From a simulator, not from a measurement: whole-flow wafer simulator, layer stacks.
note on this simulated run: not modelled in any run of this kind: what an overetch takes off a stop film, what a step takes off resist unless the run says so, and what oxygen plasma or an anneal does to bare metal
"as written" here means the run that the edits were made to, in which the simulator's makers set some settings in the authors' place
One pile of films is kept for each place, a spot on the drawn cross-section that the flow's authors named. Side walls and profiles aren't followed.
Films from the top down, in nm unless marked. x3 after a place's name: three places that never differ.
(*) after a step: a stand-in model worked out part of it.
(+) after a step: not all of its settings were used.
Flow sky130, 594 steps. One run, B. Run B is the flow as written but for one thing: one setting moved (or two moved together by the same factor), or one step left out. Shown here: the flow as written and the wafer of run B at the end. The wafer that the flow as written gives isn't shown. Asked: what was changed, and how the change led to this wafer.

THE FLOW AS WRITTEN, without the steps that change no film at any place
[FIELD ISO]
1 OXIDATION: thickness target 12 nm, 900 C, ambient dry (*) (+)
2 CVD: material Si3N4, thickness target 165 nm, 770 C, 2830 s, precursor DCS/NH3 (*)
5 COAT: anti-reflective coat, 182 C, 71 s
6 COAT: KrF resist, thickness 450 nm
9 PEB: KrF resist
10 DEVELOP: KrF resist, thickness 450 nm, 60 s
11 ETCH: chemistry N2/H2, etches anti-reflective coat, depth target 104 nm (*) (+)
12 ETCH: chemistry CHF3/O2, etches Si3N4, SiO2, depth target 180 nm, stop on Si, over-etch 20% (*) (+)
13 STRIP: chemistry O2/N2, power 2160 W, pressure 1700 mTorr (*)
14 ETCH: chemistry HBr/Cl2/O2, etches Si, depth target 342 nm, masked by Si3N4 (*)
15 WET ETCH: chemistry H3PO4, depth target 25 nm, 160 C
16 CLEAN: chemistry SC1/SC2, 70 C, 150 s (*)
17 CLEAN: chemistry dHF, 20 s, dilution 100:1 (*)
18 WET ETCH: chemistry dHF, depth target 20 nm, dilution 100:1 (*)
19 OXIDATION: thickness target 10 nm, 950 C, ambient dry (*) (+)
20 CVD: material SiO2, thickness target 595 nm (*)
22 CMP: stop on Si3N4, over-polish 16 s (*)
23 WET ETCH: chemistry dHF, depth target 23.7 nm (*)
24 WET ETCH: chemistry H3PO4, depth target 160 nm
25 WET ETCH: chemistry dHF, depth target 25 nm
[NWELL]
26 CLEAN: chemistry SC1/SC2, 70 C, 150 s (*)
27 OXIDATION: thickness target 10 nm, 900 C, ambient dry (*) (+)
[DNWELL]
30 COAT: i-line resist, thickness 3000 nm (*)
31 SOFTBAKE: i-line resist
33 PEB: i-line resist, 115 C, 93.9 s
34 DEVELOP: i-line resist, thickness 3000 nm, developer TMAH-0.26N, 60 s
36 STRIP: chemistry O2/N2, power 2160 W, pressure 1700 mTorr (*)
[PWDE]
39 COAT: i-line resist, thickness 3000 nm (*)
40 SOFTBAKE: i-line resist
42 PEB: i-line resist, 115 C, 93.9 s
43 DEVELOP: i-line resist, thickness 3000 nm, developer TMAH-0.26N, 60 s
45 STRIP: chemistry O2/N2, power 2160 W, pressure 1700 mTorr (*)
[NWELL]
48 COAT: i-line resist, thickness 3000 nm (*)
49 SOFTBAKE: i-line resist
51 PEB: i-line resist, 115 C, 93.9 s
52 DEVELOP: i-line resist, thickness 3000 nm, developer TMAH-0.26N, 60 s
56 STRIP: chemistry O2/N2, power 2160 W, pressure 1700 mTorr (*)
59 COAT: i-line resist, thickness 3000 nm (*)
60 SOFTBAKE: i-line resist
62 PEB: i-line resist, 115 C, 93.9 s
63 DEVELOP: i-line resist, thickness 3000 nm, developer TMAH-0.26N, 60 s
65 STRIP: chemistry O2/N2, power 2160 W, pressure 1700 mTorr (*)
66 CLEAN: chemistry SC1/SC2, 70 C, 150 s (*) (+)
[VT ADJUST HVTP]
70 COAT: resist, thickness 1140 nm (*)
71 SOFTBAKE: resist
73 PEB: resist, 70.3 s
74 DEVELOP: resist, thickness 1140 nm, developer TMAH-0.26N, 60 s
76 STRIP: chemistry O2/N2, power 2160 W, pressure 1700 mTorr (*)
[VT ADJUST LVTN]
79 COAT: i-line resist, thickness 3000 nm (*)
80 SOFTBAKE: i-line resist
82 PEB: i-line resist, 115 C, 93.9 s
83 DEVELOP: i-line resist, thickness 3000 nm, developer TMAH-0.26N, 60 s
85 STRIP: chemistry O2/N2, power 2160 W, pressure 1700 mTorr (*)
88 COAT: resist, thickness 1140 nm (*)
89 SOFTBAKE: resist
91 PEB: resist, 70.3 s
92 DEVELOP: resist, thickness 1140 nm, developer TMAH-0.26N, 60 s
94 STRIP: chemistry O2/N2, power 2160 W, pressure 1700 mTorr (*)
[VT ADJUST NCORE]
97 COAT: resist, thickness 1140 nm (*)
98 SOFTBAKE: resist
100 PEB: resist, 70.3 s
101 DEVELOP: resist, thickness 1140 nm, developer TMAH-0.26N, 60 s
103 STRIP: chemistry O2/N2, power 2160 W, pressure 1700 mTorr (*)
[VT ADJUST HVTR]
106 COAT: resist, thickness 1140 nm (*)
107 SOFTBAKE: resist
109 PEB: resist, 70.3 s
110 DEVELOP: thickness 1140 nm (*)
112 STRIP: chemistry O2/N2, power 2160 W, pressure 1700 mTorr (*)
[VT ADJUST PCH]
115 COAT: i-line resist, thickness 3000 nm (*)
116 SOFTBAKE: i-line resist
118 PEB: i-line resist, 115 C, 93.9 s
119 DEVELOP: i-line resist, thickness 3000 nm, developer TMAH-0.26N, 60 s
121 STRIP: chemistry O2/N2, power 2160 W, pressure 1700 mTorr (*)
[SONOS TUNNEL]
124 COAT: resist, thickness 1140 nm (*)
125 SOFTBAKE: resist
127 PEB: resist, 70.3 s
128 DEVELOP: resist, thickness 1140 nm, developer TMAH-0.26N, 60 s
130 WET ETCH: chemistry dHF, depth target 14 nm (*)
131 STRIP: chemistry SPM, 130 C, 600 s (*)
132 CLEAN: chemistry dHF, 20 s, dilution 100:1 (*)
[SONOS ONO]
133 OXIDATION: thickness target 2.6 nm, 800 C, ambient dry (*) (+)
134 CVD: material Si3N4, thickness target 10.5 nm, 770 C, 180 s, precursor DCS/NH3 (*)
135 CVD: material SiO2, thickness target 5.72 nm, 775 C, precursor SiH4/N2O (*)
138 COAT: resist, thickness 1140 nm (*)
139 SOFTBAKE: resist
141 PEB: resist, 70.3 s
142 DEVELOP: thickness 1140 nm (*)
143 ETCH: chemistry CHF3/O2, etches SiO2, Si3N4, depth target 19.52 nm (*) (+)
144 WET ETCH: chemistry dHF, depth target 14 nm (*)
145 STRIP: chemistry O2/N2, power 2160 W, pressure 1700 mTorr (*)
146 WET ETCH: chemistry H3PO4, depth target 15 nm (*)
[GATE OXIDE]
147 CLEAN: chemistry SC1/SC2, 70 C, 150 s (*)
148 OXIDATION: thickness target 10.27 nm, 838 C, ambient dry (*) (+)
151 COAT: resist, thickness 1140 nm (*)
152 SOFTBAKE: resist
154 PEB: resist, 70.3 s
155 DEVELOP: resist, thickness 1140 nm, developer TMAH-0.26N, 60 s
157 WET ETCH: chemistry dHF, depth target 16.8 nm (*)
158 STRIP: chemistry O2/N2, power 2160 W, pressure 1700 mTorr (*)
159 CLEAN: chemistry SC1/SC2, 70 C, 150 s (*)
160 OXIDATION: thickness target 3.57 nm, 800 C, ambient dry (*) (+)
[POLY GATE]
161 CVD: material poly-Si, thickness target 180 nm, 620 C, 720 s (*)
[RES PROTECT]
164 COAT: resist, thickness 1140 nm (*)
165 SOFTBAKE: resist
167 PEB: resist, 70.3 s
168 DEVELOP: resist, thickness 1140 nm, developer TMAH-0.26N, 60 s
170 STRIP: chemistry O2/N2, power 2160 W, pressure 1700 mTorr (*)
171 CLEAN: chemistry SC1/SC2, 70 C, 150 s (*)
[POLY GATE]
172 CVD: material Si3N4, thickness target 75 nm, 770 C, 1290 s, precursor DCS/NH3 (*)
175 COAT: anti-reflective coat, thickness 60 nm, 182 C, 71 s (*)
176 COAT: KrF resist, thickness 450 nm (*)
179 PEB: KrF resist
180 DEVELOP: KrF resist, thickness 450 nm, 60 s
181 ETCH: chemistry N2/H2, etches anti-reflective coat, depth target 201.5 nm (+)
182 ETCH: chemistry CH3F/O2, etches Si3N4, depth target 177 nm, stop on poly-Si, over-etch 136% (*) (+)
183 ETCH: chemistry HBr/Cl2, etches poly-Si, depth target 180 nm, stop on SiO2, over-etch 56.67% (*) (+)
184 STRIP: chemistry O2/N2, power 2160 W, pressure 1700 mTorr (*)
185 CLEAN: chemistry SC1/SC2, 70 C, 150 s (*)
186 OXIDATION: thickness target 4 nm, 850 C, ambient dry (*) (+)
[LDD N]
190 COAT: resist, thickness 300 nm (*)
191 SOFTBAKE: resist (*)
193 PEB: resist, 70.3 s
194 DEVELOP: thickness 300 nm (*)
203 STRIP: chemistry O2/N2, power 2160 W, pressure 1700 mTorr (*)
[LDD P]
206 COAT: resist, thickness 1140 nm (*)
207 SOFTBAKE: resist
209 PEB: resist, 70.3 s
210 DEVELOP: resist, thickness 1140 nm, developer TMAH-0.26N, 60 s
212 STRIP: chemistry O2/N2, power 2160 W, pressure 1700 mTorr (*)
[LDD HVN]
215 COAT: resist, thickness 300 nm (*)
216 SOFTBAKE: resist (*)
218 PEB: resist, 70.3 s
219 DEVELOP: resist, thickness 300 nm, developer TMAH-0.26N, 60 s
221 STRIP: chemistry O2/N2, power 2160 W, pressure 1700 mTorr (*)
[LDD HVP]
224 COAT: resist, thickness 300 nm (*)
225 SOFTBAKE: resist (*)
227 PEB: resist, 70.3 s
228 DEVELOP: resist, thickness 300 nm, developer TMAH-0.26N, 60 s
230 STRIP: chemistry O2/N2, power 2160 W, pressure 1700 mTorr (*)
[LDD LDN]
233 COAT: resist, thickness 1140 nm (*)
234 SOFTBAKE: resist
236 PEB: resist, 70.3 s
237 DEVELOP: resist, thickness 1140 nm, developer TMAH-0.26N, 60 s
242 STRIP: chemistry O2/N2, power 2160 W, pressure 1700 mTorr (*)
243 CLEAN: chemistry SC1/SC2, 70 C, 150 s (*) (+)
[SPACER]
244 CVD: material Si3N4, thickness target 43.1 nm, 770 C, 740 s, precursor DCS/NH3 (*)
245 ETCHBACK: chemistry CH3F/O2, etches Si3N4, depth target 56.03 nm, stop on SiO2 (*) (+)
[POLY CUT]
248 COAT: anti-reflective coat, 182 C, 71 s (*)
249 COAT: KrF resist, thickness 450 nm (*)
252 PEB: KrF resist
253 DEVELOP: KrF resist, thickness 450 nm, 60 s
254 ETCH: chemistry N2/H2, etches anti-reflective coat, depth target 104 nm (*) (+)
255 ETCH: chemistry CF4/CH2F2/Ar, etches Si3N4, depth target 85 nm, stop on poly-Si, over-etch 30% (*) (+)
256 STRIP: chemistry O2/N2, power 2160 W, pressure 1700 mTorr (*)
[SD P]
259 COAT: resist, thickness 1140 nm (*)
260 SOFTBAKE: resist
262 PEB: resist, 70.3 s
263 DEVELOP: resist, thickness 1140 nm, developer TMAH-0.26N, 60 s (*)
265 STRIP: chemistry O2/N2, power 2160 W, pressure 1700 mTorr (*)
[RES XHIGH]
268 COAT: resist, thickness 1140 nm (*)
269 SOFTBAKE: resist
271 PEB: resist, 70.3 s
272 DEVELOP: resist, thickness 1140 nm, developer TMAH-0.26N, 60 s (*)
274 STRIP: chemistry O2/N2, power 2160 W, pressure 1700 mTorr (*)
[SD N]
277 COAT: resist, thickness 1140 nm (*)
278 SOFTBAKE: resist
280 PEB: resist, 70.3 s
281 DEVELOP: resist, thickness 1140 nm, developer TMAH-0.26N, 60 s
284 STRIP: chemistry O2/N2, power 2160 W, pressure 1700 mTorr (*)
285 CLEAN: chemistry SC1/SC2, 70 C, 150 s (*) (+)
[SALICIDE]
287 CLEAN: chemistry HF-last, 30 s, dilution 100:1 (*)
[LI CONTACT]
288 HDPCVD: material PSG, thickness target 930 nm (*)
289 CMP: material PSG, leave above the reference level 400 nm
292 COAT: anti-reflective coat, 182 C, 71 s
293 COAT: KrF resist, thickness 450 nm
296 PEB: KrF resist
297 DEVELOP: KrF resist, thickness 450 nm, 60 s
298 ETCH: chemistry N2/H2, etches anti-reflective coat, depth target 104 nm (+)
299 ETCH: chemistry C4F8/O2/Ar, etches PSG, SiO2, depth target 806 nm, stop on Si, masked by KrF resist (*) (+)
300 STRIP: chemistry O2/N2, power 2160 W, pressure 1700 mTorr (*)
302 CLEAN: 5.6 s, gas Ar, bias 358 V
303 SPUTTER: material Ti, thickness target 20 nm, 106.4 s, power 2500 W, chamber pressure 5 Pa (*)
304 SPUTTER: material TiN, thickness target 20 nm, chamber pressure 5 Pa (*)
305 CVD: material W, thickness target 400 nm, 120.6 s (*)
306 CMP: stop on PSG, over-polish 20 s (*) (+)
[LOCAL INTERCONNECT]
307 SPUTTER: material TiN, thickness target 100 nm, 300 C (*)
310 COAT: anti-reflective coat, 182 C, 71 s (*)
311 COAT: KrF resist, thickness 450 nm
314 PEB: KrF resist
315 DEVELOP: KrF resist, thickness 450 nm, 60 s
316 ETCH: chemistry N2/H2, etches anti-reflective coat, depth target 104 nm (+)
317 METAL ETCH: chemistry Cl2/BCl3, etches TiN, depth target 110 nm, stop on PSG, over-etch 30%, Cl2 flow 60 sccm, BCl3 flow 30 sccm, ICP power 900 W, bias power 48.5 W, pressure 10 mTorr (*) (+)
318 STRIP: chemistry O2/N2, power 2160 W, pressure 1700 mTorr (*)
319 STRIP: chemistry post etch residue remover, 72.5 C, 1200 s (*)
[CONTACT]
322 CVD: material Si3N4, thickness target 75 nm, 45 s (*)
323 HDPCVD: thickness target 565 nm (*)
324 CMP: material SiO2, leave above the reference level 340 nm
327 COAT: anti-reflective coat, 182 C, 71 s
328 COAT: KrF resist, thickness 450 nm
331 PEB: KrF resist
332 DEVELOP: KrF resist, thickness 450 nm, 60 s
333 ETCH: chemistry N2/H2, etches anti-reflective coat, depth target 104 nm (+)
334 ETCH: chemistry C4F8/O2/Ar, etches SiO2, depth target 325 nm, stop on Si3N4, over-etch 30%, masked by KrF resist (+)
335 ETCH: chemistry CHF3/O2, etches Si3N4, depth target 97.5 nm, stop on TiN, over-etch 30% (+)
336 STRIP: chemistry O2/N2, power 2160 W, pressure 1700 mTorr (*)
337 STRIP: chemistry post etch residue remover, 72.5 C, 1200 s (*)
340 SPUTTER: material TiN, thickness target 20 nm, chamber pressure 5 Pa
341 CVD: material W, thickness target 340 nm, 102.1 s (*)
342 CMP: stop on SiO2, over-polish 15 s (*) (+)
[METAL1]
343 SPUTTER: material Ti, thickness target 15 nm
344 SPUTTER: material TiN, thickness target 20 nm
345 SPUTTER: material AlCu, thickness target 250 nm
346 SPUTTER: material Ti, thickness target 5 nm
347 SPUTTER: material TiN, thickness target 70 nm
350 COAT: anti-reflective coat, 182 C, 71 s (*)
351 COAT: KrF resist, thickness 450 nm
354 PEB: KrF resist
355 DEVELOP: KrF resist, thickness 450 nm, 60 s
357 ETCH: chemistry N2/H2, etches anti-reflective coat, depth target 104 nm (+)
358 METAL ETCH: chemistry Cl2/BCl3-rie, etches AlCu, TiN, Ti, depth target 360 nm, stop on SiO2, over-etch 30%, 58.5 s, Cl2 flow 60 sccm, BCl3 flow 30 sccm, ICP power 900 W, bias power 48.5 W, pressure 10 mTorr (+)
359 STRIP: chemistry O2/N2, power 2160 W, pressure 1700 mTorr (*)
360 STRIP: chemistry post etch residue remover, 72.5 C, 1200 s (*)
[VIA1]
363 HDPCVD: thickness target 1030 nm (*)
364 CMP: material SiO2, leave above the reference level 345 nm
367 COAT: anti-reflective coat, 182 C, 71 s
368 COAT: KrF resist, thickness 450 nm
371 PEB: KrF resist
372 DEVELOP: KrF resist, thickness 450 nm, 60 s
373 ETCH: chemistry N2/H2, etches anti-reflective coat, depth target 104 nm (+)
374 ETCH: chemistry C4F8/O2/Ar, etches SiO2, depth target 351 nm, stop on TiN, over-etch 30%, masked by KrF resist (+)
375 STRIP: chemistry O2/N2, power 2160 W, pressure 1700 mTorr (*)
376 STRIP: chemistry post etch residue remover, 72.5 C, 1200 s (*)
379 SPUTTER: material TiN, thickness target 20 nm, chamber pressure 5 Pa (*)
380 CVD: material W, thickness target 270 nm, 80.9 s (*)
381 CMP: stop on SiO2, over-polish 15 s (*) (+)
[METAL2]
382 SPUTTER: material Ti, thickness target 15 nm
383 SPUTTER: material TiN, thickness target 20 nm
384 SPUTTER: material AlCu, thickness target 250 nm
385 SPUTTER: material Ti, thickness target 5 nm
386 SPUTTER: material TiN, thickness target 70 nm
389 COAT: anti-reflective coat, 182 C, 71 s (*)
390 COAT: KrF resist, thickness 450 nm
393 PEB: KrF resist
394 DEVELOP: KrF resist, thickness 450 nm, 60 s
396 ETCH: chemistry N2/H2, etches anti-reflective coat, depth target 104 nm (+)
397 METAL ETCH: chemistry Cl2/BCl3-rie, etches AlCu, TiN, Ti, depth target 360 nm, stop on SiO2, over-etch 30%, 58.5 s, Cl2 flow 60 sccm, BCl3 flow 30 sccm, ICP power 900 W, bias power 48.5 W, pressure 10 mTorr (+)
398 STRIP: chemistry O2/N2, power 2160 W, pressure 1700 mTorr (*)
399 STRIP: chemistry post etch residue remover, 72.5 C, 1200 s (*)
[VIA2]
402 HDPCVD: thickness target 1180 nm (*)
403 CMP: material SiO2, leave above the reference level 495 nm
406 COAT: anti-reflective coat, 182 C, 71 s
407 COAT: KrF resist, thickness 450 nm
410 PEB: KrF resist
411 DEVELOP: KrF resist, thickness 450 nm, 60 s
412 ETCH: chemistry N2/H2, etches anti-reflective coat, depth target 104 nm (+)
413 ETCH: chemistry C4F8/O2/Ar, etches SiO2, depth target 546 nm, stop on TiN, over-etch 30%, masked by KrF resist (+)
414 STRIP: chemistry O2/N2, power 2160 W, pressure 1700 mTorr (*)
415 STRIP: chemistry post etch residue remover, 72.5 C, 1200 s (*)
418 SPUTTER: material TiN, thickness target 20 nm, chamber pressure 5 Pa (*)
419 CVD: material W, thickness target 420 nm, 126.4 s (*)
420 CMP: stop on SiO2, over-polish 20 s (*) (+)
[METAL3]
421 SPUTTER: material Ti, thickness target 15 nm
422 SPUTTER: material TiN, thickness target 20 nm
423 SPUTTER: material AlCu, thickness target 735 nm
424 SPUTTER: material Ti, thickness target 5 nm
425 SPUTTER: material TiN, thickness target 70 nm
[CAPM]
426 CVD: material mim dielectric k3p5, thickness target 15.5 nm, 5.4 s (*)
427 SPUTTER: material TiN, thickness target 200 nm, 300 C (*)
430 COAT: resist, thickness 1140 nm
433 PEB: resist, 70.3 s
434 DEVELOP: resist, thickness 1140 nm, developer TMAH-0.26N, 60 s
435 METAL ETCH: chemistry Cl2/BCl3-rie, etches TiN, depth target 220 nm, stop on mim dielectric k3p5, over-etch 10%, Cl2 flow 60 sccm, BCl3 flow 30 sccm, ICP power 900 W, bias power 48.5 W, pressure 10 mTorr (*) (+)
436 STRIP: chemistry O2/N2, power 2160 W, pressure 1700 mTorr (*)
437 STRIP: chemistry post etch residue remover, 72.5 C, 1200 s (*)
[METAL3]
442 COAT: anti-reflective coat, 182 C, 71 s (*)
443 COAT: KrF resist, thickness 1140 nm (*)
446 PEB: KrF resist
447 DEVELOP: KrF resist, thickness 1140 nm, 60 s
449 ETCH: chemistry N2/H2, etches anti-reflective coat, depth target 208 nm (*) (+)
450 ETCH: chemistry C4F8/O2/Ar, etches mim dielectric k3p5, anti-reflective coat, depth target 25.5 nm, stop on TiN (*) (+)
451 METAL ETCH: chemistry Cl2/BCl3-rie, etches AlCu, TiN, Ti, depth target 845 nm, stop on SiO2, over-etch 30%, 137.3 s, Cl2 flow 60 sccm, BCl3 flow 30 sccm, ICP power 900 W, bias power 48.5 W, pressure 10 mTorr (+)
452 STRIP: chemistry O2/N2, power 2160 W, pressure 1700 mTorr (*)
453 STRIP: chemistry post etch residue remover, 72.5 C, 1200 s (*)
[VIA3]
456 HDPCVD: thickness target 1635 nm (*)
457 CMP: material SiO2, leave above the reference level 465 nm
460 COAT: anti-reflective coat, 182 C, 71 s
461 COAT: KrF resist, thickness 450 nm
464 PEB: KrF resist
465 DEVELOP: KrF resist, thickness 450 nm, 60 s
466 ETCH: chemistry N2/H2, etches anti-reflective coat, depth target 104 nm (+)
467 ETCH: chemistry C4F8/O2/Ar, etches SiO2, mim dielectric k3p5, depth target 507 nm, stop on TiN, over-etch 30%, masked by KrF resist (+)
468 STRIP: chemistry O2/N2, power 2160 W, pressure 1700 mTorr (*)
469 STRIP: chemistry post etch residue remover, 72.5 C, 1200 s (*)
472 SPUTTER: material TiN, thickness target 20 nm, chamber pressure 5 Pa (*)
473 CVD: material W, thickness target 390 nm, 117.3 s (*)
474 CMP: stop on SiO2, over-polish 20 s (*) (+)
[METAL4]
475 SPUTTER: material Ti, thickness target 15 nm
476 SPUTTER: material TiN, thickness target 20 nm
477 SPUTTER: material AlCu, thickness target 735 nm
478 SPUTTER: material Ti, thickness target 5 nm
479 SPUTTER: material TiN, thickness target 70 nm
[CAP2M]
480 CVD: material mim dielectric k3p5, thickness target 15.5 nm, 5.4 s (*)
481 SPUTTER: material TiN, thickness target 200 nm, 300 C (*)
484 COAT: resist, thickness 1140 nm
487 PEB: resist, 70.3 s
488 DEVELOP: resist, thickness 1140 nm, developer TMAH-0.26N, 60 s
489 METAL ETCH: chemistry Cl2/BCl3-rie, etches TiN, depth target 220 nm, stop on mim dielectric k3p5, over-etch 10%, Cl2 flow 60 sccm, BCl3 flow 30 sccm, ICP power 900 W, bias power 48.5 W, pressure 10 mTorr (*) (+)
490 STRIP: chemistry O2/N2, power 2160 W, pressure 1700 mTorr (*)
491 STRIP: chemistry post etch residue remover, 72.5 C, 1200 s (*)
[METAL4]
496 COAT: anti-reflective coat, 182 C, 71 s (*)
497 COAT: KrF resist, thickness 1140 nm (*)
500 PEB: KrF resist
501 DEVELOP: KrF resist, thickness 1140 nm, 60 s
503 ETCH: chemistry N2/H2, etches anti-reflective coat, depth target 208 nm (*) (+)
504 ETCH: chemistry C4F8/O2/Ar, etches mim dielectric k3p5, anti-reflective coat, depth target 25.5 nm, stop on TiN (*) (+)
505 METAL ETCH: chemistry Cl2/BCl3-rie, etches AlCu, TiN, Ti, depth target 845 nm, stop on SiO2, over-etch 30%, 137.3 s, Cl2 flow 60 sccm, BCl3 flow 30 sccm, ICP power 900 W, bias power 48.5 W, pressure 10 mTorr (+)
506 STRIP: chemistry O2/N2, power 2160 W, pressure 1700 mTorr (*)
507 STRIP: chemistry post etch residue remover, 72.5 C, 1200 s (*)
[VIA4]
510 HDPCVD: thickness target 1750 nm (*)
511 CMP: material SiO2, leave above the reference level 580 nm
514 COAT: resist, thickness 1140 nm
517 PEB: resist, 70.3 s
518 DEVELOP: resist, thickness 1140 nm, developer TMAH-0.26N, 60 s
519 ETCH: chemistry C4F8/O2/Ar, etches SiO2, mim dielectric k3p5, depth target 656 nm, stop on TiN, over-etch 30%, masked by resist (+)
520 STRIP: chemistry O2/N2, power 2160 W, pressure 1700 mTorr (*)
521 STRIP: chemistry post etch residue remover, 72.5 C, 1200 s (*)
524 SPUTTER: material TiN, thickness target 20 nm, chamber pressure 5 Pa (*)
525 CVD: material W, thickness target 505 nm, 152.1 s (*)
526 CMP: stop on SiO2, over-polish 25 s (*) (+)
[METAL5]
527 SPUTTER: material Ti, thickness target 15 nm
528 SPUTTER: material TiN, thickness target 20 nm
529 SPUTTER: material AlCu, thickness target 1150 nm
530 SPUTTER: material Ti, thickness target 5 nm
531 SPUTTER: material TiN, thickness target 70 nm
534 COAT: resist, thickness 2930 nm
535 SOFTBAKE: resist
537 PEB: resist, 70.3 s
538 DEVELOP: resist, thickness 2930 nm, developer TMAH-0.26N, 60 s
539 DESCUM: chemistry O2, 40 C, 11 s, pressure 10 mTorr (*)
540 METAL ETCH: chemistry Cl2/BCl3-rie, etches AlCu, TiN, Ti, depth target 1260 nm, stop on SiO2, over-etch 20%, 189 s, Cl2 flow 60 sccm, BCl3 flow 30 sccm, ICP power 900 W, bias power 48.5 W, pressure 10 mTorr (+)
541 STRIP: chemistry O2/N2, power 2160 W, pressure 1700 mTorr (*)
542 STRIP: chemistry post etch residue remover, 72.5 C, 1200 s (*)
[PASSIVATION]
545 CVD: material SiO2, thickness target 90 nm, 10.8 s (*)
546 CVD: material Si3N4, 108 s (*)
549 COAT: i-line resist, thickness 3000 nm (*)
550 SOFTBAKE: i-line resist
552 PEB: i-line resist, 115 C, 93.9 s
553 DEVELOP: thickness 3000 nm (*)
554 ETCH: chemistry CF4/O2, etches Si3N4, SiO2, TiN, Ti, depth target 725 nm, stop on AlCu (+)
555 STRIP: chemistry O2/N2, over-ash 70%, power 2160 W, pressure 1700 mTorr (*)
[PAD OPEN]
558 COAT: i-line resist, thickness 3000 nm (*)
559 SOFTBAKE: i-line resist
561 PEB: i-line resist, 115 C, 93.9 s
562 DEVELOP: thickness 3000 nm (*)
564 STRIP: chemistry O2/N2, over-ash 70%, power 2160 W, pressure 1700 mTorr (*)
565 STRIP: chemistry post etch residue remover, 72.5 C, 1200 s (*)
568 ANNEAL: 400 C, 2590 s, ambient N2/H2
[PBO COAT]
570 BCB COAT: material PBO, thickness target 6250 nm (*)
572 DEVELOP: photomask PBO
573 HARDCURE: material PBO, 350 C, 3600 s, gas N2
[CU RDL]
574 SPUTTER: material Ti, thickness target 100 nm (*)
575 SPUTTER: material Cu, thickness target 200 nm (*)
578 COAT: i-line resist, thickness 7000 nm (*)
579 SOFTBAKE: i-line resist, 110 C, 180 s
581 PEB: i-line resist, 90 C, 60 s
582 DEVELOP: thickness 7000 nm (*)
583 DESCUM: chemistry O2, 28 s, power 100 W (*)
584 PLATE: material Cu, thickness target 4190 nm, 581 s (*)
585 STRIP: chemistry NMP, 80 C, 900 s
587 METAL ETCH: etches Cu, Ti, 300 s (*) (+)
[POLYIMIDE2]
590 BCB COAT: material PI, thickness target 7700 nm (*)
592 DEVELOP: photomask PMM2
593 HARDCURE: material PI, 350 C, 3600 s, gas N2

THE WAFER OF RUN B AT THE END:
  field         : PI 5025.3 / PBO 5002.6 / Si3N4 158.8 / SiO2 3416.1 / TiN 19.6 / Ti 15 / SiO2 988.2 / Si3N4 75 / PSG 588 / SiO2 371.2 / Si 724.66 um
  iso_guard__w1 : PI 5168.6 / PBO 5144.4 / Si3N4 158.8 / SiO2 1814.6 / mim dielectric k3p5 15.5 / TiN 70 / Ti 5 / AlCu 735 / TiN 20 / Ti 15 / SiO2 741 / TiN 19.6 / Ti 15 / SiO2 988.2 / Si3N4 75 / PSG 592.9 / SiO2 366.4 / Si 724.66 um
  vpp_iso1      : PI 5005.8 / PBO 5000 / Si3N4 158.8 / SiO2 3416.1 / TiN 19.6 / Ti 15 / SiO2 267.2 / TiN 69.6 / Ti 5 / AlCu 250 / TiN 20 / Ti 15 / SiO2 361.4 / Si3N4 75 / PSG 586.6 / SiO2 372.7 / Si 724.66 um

The cause: step 397, METAL ETCH: depth target 248.4 nm was run, where the flow has depth target 360 nm; step 397, METAL ETCH: 40.4 s was run, where the flow has 58.5 s.

How the change led to this, step by step:
  397 METAL ETCH: chemistry Cl2/BCl3-rie, etches AlCu, TiN, Ti, depth target 360 nm, stop on SiO2, over-etch 30%, 58.5 s, Cl2 flow 60 sccm, BCl3 flow 30 sccm, ICP power 900 W, bias power 48.5 W, pressure 10 mTorr (+)
      field, active, gate and 82 more: TiN -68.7 (all of it), Ti -5 (all of it), AlCu -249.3 (as written it would be: TiN -68.7 (all of it), Ti -5 (all of it), AlCu -250 (all of it), TiN -20 (all of it), Ti -15 (all of it), SiO2 -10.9)
      n_well, p_well, gate_hv and 103 more: KrF resist -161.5 (as written it would be: KrF resist -234)
  398 STRIP: chemistry O2/N2, power 2160 W, pressure 1700 mTorr (*)
      gate_hv, mim, dice_street and 94 more: KrF resist -216.4 (all of it), anti-reflective coat -80 (all of it) (as written it would be: KrF resist -143.8 (all of it), anti-reflective coat -80 (all of it))
      n_well, p_well, sd_n, sd_p, pad, gate_p, vpp_tail: KrF resist -216.3 (all of it), anti-reflective coat -80 (all of it) (as written it would be: KrF resist -143.8 (all of it), anti-reflective coat -80 (all of it))
      (and at 2 more places)
  399 STRIP: chemistry post etch residue remover, 72.5 C, 1200 s (*)
      iso_guard, vpp_sp, vpp_guard and 75 more: AlCu -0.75 (all of it), TiN -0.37 (as written it would be: nothing)
      field, active, gate, spacer, sonos_cell, sonos_guard, sonos_guard_hv: AlCu -0.74 (all of it), TiN -0.37 (as written it would be: nothing)
  402 HDPCVD: thickness target 1180 nm (*)
      field, active, gate and 82 more: SiO2 +1180 (new film) (as written it would be: SiO2 +1180)
  403 CMP: material SiO2, leave above the reference level 495 nm
      field, active, gate and 82 more: SiO2 -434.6 (as written it would be: SiO2 -389.1)
Counting metal films that touch as one body, field has 1 body; the flow as written gives 0 bodies.
Counting metal films that touch as one body, iso_guard__w1 has 2 bodies (between them, from the top down: SiO2 741); the flow as written gives 1 body.
Counting metal films that touch as one body, vpp_iso1 has 2 bodies (between them, from the top down: SiO2 267.2); the flow as written gives 1 body.
